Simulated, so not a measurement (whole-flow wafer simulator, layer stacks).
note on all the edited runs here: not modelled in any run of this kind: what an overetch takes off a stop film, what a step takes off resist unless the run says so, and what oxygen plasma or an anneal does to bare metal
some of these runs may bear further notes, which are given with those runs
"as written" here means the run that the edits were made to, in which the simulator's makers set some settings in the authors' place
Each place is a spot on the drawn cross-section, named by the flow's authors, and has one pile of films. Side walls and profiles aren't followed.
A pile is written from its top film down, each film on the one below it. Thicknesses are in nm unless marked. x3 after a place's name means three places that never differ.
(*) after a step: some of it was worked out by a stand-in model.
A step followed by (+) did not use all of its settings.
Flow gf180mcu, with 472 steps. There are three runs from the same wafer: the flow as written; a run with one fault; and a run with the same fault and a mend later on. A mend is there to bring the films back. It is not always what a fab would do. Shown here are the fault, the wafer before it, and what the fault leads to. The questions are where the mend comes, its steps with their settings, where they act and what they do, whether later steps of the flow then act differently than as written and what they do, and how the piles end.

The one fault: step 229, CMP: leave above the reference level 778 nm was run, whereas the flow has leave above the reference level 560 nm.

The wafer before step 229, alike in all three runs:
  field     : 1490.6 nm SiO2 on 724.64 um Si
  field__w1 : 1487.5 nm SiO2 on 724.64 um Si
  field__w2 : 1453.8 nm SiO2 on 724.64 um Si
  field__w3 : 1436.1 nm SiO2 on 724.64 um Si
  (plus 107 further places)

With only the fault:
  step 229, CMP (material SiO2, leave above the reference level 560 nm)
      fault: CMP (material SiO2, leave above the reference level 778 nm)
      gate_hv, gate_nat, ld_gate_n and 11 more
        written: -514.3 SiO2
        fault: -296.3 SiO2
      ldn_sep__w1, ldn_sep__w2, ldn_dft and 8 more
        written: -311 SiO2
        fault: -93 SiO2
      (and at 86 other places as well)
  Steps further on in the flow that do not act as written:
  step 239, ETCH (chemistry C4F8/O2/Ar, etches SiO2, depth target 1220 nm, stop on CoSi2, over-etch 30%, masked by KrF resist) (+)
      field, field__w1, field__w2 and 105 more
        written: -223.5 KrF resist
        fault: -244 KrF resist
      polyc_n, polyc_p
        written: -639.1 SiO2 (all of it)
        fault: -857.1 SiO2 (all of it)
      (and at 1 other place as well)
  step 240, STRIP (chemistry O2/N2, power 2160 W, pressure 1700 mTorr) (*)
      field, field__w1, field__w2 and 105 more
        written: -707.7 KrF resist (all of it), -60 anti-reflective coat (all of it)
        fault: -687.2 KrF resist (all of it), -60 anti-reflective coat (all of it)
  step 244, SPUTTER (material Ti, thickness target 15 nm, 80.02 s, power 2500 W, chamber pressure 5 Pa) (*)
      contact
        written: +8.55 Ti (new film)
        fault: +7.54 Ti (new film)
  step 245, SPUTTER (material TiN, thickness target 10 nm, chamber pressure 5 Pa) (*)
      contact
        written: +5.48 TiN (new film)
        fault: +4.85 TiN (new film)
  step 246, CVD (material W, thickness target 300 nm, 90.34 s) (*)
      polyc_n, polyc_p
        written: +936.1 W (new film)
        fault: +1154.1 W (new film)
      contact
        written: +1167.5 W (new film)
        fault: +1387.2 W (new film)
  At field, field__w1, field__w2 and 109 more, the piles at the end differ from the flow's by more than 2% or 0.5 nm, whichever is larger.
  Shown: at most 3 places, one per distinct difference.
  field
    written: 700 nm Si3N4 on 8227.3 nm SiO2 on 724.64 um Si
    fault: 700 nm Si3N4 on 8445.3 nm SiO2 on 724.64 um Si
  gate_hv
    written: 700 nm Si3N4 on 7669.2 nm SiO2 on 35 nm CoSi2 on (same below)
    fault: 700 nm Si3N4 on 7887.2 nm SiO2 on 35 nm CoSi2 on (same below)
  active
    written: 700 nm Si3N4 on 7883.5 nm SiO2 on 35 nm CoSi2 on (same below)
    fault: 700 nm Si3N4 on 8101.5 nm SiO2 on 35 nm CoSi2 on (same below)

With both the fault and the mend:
  The mend stands after step 237.
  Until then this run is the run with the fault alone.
  step 237a, STRIP (chemistry O2/N2, power 2160 W, pressure 1700 mTorr) (*)
      field, field__w1, field__w2 and 105 more
        -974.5 KrF resist (all of it), -60 anti-reflective coat (all of it)
      contact, polyc_n, polyc_p
        -60 anti-reflective coat (all of it)
  step 237b, CMP (material SiO2, leave above the reference level 560 nm) (the flow's step 229, run once more)
      field, field__w1, field__w2 and 108 more
        -218 SiO2
  step 237c, HMDS (120 C, 60 s) (the flow's step 231, run once more)
      does not change any film at any place that is followed
  step 237d, COAT (anti-reflective coat, thickness 60 nm, 182 C, 71 s) (the flow's step 232, run once more)
      field, field__w1, field__w2 and 108 more
        +60 anti-reflective coat (new film)
  step 237e, COAT (KrF resist, thickness 1000 nm) (the flow's step 233, run once more)
      field, field__w1, field__w2 and 108 more
        +1000 KrF resist (new film)
  step 237f, SOFTBAKE (KrF resist) (the flow's step 234, run once more)
      does not change any film at any place that is followed
  step 237g, EXPOSE (photomask Contact) (the flow's step 235, run once more)
      does not change any film at any place that is followed
  step 237h, PEB (KrF resist, 135 C, 90 s) (the flow's step 236, run once more)
      field, field__w1, field__w2 and 108 more
        -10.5 KrF resist
  step 237i, DEVELOP (KrF resist, thickness 1000 nm, 60 s) (the flow's step 237, run once more)
      field, field__w1, field__w2 and 105 more
        -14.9 KrF resist
      contact, polyc_n, polyc_p
        -989.5 KrF resist (all of it)
  None of the later steps of the flow acts differently than as written at any place that is followed.
  At every place that both follow, the piles at the end match the flow's.
